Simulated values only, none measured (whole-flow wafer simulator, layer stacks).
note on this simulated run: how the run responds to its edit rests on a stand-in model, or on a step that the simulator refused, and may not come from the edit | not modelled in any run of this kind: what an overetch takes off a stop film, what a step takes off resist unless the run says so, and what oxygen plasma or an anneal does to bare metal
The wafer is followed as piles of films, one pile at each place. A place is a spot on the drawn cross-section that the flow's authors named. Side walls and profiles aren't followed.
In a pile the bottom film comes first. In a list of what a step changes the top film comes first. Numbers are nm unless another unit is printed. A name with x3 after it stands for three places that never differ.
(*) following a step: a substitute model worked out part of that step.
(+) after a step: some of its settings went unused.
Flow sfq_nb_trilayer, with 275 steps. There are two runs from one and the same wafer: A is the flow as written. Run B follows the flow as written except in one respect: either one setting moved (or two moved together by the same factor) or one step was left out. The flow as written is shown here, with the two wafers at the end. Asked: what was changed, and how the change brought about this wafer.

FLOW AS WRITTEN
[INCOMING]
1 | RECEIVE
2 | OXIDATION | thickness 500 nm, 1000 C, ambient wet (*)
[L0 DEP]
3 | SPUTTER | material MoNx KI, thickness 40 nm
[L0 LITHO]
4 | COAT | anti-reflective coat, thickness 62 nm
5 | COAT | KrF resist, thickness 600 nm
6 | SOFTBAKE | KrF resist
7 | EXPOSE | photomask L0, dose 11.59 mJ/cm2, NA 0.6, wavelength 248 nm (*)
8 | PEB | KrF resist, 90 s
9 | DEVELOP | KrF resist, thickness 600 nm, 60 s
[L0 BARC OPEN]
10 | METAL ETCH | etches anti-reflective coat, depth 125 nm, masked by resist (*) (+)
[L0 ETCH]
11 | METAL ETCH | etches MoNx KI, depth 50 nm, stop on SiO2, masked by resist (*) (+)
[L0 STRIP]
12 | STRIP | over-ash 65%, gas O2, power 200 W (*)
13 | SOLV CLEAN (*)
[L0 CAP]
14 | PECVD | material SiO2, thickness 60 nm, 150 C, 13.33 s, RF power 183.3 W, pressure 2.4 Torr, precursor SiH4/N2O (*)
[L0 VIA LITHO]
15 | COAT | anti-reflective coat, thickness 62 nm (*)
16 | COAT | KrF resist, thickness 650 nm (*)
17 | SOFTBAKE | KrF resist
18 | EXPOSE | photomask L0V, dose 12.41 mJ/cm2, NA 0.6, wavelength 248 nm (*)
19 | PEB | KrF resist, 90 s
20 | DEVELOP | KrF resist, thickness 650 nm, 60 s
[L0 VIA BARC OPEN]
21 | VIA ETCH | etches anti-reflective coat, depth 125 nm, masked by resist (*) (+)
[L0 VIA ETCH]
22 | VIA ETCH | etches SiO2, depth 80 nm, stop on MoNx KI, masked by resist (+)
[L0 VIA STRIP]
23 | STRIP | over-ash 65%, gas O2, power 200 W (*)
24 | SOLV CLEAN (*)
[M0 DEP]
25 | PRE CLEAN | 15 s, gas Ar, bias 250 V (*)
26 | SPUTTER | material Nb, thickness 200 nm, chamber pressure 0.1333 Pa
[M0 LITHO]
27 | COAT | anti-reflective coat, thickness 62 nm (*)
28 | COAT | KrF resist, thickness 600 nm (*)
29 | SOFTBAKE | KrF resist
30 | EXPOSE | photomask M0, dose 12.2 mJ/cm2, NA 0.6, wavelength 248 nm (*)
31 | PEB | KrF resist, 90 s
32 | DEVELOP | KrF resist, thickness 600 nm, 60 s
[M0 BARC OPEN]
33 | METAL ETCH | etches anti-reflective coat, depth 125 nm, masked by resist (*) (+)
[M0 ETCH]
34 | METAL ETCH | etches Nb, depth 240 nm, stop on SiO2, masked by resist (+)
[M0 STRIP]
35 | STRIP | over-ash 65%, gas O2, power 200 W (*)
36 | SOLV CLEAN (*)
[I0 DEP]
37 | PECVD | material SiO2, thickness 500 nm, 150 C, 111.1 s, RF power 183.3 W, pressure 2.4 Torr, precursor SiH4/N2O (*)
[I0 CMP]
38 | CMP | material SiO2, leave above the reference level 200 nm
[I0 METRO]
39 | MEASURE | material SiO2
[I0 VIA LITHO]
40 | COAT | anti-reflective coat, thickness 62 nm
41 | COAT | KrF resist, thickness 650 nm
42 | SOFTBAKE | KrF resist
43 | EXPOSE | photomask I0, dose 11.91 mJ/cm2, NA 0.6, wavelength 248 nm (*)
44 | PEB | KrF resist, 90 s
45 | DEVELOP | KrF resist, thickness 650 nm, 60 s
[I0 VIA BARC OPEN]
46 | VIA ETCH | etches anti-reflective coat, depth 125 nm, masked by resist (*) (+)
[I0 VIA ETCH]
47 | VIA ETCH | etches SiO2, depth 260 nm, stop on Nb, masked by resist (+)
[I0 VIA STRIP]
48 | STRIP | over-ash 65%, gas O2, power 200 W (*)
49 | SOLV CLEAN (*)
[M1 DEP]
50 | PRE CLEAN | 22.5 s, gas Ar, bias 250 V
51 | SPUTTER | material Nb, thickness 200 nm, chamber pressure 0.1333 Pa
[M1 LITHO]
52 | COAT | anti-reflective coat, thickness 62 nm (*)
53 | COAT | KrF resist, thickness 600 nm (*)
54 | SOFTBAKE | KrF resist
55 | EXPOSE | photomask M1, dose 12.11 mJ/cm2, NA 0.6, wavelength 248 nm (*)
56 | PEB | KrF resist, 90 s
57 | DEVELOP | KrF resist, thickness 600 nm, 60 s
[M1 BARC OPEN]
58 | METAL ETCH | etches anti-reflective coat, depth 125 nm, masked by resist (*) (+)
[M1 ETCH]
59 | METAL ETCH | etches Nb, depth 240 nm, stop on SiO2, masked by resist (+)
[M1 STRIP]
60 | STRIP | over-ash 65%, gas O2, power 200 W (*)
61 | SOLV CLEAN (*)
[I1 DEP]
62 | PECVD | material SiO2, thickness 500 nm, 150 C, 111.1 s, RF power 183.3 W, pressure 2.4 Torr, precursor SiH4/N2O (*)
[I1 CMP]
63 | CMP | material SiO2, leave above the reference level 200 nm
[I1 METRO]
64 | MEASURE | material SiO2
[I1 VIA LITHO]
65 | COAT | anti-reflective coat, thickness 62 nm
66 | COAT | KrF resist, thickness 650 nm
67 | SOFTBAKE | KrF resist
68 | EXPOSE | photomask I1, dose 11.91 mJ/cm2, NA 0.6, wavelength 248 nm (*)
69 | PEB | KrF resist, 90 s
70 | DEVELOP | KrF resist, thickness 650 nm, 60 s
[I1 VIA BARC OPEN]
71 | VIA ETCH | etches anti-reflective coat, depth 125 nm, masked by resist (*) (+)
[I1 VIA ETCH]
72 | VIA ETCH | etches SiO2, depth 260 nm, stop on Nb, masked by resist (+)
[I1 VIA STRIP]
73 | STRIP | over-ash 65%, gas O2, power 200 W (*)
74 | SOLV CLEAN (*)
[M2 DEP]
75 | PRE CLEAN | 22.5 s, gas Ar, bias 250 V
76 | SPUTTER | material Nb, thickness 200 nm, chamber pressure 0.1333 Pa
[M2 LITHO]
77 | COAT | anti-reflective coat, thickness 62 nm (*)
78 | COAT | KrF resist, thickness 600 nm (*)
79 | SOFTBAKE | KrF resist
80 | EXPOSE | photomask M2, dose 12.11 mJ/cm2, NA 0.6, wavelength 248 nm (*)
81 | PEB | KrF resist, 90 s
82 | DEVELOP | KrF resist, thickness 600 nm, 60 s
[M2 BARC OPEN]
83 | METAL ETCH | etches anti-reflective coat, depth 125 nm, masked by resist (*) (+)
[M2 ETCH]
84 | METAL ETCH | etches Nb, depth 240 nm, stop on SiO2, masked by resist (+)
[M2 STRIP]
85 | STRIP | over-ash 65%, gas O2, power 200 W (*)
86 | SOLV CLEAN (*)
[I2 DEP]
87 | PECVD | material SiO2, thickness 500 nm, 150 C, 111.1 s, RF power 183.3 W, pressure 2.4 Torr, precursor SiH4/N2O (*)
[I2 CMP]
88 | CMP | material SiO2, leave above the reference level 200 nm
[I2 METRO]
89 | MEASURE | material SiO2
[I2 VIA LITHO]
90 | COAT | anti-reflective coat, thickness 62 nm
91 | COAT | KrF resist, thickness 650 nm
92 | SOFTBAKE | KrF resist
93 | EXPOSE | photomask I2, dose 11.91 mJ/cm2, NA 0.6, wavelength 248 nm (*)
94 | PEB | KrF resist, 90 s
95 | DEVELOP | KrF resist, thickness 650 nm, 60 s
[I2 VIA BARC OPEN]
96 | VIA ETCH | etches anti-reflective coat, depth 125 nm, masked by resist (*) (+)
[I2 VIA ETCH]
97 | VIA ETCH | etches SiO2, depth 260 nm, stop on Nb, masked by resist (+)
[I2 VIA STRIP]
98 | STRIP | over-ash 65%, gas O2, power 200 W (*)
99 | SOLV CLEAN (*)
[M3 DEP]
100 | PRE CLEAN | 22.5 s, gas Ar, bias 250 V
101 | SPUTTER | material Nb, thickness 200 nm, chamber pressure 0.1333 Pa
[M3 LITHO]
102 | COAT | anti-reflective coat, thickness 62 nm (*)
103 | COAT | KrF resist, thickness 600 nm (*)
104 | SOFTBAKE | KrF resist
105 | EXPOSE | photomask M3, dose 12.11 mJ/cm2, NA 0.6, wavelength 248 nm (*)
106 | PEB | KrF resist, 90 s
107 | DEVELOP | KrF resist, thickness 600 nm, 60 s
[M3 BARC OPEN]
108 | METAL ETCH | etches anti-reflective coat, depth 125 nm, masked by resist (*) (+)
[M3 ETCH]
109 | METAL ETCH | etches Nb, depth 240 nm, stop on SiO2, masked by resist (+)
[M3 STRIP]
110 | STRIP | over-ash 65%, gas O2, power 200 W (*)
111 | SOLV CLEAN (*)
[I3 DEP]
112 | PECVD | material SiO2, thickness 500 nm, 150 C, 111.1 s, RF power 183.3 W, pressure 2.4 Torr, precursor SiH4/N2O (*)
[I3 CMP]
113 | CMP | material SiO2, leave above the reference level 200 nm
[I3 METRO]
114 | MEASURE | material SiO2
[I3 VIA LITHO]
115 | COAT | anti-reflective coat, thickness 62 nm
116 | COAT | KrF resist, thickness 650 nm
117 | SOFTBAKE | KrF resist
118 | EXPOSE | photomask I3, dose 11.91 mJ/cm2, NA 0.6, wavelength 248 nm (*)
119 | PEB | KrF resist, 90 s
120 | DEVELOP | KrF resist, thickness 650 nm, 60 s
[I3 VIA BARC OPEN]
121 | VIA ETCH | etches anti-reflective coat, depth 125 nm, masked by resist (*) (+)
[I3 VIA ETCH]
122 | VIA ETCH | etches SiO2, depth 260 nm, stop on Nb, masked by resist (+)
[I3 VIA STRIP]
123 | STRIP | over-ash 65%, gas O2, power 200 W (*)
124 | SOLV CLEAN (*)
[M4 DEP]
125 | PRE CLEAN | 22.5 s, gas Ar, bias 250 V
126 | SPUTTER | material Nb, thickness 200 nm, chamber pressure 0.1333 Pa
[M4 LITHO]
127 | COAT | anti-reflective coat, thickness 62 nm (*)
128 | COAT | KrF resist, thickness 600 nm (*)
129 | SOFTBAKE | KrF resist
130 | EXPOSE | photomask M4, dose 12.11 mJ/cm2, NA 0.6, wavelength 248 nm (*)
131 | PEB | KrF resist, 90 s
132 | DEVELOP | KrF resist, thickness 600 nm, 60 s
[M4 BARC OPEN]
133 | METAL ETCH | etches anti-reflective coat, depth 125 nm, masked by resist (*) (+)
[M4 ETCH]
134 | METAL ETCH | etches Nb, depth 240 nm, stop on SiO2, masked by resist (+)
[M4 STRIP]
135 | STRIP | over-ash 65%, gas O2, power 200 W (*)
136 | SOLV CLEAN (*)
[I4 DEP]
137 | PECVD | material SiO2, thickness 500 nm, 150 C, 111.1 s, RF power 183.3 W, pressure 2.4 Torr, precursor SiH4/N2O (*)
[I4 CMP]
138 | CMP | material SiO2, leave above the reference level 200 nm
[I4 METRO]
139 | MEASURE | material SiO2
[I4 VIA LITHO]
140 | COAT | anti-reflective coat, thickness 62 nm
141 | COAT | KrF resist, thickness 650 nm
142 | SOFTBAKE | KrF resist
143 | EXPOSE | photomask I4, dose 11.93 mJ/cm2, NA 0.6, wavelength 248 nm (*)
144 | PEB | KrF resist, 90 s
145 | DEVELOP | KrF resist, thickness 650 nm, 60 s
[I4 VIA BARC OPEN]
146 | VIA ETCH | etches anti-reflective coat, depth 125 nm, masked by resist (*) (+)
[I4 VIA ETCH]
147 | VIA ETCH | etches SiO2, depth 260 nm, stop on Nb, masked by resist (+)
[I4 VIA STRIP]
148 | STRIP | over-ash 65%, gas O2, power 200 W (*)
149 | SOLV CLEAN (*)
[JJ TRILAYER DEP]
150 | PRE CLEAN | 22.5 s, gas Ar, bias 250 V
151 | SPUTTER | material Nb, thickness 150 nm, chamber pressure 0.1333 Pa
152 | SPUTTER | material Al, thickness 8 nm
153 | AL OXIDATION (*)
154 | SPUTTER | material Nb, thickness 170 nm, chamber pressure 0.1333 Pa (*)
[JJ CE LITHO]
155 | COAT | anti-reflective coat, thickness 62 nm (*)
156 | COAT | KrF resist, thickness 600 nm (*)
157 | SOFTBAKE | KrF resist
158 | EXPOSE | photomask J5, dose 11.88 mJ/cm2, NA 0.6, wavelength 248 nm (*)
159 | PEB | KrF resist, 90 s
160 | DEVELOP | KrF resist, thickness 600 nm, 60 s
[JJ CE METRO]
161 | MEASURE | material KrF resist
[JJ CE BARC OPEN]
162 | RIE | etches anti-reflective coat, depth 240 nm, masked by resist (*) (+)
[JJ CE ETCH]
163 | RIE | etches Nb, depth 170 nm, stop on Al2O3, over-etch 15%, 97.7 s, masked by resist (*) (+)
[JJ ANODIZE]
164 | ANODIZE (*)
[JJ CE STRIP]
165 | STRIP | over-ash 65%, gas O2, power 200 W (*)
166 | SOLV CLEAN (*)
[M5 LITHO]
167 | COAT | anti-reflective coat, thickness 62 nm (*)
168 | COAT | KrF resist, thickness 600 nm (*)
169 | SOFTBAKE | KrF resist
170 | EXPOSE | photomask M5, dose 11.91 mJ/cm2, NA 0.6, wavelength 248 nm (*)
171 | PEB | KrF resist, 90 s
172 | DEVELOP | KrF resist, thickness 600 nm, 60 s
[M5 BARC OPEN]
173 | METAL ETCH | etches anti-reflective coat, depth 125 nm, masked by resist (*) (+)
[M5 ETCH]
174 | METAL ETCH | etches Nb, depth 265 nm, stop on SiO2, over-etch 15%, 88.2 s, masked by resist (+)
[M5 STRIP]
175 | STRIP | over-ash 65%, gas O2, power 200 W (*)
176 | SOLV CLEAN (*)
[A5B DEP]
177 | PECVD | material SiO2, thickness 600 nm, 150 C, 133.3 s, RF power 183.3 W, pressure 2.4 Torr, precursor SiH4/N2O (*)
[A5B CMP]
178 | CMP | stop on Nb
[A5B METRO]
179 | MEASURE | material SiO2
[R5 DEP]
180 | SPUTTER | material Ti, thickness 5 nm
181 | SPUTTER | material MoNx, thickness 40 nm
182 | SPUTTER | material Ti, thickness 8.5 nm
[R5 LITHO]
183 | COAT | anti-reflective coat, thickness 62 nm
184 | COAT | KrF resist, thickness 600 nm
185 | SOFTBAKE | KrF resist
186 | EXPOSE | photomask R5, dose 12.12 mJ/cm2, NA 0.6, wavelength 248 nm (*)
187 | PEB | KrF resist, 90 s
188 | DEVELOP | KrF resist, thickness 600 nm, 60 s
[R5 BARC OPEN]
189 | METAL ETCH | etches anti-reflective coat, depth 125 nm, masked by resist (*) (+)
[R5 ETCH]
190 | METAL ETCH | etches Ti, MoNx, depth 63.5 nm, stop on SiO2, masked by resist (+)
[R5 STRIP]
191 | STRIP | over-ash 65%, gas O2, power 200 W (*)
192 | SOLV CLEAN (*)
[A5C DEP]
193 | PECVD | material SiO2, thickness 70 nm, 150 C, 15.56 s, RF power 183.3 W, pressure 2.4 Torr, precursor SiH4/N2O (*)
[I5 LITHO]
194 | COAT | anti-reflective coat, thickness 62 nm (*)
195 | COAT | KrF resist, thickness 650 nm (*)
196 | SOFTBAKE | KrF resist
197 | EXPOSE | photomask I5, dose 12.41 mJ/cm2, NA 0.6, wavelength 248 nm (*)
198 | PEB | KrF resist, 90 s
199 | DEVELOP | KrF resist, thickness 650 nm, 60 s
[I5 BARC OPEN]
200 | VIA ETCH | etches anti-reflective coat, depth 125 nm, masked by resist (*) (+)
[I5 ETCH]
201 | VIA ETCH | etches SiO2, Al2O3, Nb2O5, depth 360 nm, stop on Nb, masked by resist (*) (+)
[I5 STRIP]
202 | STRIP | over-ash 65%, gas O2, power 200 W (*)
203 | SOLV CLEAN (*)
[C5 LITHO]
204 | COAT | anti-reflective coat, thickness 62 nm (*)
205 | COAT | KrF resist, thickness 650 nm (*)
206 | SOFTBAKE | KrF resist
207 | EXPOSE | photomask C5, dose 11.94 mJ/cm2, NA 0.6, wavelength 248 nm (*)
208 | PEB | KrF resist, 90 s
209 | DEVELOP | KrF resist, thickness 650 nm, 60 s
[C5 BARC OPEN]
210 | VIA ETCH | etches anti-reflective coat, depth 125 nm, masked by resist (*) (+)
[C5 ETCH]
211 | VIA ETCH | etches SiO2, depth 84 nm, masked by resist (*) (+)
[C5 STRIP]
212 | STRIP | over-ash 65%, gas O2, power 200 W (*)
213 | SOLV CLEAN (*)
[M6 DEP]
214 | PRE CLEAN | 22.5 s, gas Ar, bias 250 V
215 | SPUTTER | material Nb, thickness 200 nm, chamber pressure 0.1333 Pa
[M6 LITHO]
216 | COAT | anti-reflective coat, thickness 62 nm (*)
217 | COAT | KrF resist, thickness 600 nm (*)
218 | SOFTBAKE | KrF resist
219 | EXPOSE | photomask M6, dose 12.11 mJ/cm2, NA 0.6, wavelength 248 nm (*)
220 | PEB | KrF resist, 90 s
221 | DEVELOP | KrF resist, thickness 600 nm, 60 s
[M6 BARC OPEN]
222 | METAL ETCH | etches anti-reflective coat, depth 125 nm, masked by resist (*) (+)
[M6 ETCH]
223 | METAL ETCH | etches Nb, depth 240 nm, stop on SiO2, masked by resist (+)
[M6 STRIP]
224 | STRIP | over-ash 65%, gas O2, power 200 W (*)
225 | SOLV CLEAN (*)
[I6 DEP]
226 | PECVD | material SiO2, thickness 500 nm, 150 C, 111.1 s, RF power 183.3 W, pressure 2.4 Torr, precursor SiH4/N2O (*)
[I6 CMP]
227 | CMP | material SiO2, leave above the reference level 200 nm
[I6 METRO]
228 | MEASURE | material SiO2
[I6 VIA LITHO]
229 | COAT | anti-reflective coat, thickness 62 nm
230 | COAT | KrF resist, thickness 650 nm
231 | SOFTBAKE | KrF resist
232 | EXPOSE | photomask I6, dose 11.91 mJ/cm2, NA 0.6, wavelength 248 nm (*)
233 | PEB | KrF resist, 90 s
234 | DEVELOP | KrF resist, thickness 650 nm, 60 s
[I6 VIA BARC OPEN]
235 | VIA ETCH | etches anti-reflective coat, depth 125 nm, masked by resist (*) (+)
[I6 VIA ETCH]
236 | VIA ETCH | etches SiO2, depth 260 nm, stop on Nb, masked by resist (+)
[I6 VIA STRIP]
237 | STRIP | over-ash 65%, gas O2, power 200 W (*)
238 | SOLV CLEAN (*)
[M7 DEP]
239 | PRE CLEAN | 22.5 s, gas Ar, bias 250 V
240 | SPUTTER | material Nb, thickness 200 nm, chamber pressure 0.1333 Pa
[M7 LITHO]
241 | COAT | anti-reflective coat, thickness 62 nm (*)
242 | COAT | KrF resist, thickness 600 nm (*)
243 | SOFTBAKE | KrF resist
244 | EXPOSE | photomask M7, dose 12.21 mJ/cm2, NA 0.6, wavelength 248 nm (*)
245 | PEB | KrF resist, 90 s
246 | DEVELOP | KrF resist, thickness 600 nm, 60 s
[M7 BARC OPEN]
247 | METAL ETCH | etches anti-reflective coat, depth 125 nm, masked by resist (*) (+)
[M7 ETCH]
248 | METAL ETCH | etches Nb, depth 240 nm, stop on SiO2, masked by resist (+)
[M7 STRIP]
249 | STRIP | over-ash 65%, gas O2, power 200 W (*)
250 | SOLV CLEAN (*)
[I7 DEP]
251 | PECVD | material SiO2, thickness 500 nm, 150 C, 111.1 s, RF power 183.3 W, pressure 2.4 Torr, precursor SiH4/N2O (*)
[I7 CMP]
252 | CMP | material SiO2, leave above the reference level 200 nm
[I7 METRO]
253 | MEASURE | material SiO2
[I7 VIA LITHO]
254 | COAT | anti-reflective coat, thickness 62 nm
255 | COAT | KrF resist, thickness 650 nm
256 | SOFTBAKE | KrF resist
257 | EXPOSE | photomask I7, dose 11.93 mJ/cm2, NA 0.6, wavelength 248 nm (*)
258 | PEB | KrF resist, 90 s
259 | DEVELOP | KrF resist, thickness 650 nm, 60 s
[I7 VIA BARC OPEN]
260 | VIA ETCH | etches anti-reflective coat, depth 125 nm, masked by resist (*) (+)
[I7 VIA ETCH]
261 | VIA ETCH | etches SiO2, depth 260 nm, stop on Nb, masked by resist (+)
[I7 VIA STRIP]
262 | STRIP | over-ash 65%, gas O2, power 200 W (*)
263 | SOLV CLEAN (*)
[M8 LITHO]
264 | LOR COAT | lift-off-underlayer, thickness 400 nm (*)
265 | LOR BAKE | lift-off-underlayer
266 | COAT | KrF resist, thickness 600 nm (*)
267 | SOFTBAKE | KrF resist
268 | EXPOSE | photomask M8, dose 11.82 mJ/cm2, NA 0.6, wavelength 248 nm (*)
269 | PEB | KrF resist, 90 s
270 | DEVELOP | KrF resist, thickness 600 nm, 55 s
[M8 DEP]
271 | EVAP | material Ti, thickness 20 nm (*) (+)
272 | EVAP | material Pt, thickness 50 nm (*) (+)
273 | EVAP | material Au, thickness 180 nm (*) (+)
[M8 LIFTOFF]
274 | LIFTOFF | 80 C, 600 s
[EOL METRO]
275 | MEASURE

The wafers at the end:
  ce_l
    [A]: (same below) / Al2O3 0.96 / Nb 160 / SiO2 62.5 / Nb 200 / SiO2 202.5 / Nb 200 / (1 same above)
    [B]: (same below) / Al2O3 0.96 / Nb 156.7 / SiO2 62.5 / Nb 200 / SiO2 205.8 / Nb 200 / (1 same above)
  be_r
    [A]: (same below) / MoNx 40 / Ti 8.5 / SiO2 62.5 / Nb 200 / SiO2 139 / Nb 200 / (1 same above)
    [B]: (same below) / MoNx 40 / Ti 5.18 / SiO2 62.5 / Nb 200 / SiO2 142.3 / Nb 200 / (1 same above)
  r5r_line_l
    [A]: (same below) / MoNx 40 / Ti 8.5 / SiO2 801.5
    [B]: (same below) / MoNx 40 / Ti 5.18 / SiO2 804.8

The reason: step 182, SPUTTER: thickness 5.18 nm was run, whereas the flow has thickness 8.5 nm.
The wafer itself shows it: be_r has Ti 5.18, and step 182 as written asks for 8.5 nm.

How this came from the change, step by step:
  182 | SPUTTER | material Ti, thickness 8.5 nm
      field_l, v_sur, via_wl and 103 more: A Ti gains 8.5 (new film) | B Ti gains 5.18 (new film)
  190 | METAL ETCH | etches Ti, MoNx, depth 63.5 nm, stop on SiO2, masked by resist (+)
      field_l, v_sur, via_wl and 92 more: A Ti loses 8.5 (all of it), MoNx loses 40 (all of it), Ti loses 5 (all of it) | B Ti loses 5.18 (all of it), MoNx loses 40 (all of it), Ti loses 5 (all of it)
      ce_l, c5j, ce_r, wl_jj: A Ti loses 8.5 (all of it), MoNx loses 40 (all of it), Ti loses 5 (all of it), Nb loses 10 | B Ti loses 5.18 (all of it), MoNx loses 40 (all of it), Ti loses 5 (all of it), Nb loses 13.3
  194 | COAT | anti-reflective coat, thickness 62 nm (*)
      ce_l: A anti-reflective coat gains 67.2 (new film) | B anti-reflective coat gains 68.6 (new film)
      sp_r: A anti-reflective coat gains 70.7 (new film) | B anti-reflective coat gains 69.2 (new film)
  202 | STRIP | over-ash 65%, gas O2, power 200 W (*)
      ce_l: A KrF resist loses 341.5 (all of it), anti-reflective coat loses 67.2 (all of it) | B KrF resist loses 342.4 (all of it), anti-reflective coat loses 68.6 (all of it)
      sp_r: A KrF resist loses 337.2 (all of it), anti-reflective coat loses 70.7 (all of it) | B KrF resist loses 337.3 (all of it), anti-reflective coat loses 69.2 (all of it)
  204 | COAT | anti-reflective coat, thickness 62 nm (*)
      ce_l: A anti-reflective coat gains 66 (new film) | B anti-reflective coat gains 67.5 (new film)
      sp_r: A anti-reflective coat gains 69.9 (new film) | B anti-reflective coat gains 68.4 (new film)
  212 | STRIP | over-ash 65%, gas O2, power 200 W (*)
      ce_l: A KrF resist loses 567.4 (all of it), anti-reflective coat loses 66 (all of it) | B KrF resist loses 568 (all of it), anti-reflective coat loses 67.5 (all of it)
      sp_r: A KrF resist loses 565.3 (all of it), anti-reflective coat loses 69.9 (all of it) | B KrF resist loses 565.1 (all of it), anti-reflective coat loses 68.4 (all of it)
  216 | COAT | anti-reflective coat, thickness 62 nm (*)
      ce_l: A anti-reflective coat gains 48 (new film) | B anti-reflective coat gains 49 (new film)
      sp_r: A anti-reflective coat gains 65.9 (new film) | B anti-reflective coat gains 64.3 (new film)
  224 | STRIP | over-ash 65%, gas O2, power 200 W (*)
      ce_l: A KrF resist loses 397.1 (all of it), anti-reflective coat loses 48 (all of it) | B KrF resist loses 398.3 (all of it), anti-reflective coat loses 49 (all of it)
      sp_r: A KrF resist loses 382 (all of it), anti-reflective coat loses 65.9 (all of it) | B KrF resist loses 382.1 (all of it), anti-reflective coat loses 64.3 (all of it)
  227 | CMP | material SiO2, leave above the reference level 200 nm
      r5r_line_l, r5r_spacepad_l, r5r_spacepad_r, r5r_line_c, r5r_line_r: A SiO2 loses 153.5 | B SiO2 loses 150.2
